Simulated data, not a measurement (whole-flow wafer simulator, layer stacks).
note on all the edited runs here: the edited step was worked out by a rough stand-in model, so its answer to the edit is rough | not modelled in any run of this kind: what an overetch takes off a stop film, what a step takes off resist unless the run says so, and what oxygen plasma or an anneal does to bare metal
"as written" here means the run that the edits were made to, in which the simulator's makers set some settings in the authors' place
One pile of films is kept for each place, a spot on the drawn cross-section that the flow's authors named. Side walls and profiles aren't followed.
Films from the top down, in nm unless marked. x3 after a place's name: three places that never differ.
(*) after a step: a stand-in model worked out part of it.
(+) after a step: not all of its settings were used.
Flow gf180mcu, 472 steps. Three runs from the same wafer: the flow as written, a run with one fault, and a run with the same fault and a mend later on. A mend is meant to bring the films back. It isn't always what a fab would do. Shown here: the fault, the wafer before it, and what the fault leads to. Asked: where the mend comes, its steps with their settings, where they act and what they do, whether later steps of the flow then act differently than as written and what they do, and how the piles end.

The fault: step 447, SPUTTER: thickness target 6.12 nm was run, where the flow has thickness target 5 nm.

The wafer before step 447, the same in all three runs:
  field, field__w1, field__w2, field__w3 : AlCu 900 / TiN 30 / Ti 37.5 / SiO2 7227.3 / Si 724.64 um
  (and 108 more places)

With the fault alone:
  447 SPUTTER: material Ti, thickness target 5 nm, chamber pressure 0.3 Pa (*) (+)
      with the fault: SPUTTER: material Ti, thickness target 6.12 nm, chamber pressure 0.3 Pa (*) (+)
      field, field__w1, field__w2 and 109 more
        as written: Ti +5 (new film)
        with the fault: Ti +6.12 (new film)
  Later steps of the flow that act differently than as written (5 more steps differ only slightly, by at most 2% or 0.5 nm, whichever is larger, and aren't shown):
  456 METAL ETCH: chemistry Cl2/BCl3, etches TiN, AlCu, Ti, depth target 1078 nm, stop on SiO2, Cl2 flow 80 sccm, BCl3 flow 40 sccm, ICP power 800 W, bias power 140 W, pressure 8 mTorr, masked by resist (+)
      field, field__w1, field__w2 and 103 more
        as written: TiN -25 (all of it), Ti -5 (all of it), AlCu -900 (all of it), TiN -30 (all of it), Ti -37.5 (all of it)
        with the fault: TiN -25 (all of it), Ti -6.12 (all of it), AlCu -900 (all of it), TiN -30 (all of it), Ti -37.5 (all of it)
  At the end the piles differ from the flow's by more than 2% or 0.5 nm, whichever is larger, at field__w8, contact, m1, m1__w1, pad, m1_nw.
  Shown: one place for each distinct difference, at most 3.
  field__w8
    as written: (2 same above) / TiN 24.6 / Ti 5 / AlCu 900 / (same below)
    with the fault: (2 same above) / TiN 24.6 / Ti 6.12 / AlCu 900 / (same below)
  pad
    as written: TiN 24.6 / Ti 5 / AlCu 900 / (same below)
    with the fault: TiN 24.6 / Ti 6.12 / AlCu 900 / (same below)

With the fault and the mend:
  The mend comes after step 447.
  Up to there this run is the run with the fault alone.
  447a METAL ETCH: chemistry Cl2/BCl3, etches TiN, AlCu, Ti, depth target 1.12 nm, Cl2 flow 80 sccm, BCl3 flow 40 sccm, ICP power 800 W, bias power 140 W, pressure 8 mTorr (the flow's step 260 once more, with other settings)
      field, field__w1, field__w2 and 109 more
        Ti -1.12
  No later step of the flow acts differently than as written at any place that is followed.
  At the end the piles are the same as the flow's at every place that both follow.
